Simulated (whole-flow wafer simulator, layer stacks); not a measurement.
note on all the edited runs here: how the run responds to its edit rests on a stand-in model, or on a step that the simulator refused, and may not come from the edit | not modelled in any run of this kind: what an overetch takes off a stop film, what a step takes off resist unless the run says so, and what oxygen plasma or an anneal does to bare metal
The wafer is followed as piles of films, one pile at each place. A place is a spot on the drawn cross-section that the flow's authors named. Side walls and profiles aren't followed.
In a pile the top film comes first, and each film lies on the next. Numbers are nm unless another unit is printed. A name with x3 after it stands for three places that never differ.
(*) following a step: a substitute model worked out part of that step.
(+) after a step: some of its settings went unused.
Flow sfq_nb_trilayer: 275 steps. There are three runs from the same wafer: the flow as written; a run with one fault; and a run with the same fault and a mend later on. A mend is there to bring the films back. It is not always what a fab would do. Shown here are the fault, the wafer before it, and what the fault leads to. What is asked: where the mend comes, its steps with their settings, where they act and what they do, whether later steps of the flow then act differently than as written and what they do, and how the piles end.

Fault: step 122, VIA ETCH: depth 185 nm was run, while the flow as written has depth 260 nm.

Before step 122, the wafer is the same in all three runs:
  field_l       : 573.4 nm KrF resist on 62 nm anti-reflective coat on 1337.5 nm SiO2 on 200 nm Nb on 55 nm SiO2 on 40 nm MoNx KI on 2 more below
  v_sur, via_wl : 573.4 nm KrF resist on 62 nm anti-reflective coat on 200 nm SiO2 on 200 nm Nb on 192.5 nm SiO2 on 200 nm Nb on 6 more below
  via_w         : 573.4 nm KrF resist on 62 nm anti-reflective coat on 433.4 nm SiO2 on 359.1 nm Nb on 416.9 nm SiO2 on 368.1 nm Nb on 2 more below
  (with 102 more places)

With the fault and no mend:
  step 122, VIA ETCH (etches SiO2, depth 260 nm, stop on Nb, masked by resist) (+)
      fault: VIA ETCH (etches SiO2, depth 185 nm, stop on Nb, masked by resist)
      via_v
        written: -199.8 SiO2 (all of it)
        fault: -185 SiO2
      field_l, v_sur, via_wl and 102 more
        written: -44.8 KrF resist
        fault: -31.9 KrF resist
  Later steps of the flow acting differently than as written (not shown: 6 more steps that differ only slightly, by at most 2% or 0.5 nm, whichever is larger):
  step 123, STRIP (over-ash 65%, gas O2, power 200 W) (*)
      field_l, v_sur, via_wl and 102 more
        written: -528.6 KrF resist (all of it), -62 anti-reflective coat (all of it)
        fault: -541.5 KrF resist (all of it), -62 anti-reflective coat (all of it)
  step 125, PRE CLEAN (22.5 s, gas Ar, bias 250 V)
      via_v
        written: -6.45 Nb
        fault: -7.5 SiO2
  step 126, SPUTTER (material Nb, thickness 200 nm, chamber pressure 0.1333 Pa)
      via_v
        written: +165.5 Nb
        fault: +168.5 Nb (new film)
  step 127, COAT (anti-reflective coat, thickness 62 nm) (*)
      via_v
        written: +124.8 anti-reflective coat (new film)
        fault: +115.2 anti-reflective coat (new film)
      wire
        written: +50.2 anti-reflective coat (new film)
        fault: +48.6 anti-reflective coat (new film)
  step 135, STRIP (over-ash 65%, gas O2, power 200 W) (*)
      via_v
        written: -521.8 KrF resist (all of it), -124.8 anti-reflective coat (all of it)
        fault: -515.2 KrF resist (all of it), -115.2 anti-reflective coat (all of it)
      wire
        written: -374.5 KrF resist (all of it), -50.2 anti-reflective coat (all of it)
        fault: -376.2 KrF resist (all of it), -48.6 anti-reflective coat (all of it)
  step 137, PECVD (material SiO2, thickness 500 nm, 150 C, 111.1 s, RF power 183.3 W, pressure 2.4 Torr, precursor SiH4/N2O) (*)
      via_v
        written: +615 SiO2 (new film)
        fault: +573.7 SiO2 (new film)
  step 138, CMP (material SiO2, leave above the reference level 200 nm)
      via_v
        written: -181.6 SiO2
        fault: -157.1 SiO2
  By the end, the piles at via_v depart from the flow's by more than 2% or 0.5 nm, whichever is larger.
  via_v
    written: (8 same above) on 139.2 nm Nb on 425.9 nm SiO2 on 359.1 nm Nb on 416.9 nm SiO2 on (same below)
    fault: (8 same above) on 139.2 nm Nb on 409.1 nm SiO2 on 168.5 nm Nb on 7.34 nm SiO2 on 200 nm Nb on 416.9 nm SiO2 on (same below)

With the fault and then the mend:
  The mend follows step 123.
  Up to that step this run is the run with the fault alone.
  step 123a, COAT (anti-reflective coat, thickness 62 nm) (*) (the flow's step 115 again)
      p4_fl x3, p4_w1 x9, p4_g1 x2 and 63 more
        +62 anti-reflective coat (new film)
      field_r, lsp_l, ln_m5, lsp_m, ln_m6, lsp_r, l0_sur, l0v
        +61.8 anti-reflective coat (new film)
      be_r, r_sur, res, r_end, moat
        +61.7 anti-reflective coat (new film)
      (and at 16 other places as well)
  step 123b, COAT (KrF resist, thickness 650 nm) (*) (the flow's step 116 again)
      p4_fl x3, p4_w1 x9, p4_g1 x2 and 63 more
        +650 KrF resist (new film)
      ln_m5, lsp_m, ln_m6, lsp_r, l0_sur, l0v
        +649.6 KrF resist (new film)
      r_end, moat, field_r, lsp_l
        +649.5 KrF resist (new film)
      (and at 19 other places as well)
  step 123c, SOFTBAKE (KrF resist) (the flow's step 117 again)
      does not change any film at any place that is followed
  step 123d, EXPOSE (photomask I3, dose 11.91 mJ/cm2, NA 0.6, wavelength 248 nm) (*) (the flow's step 118 again)
      does not change any film at any place that is followed
  step 123e, PEB (KrF resist, 90 s) (the flow's step 119 again)
      ce_r, sp_r, be_r and 89 more
        -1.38 KrF resist
      field_l, v_sur, via_wl and 8 more
        -1.37 KrF resist
      via_wr, be
        -1.36 KrF resist
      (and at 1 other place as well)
  step 123f, DEVELOP (KrF resist, thickness 650 nm, 60 s) (the flow's step 120 again)
      field_l, v_sur, via_wl and 102 more
        -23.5 KrF resist
      via_v
        -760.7 KrF resist (all of it)
  step 123g, VIA ETCH (etches anti-reflective coat, depth 125 nm, masked by resist) (+) (the flow's step 121 again)
      field_l, v_sur, via_wl and 102 more
        -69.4 KrF resist
      via_v
        -110.6 anti-reflective coat (all of it)
  step 123h, VIA ETCH (etches SiO2, depth 75 nm, stop on Nb, masked by resist) (+) (the flow's step 122 again, with other settings)
      field_l, v_sur, via_wl and 102 more
        -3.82 KrF resist
      via_v
        -14.8 SiO2 (all of it)
  step 123i, STRIP (over-ash 65%, gas O2, power 200 W) (*) (the flow's step 123 again)
      p4_fl x3, p4_w1 x9, p4_g1 x2 and 63 more
        -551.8 KrF resist (all of it), -62 anti-reflective coat (all of it)
      field_r, lsp_l, ln_m5, lsp_m, ln_m6, lsp_r, l0_sur, l0v
        -551.4 KrF resist (all of it), -61.8 anti-reflective coat (all of it)
      v_sur, gap
        -549.7 KrF resist (all of it), -61.3 anti-reflective coat (all of it)
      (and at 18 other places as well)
  None of the later steps of the flow acts differently than as written at any place that is followed.
  At every place that both follow, the piles at the end match the flow's.
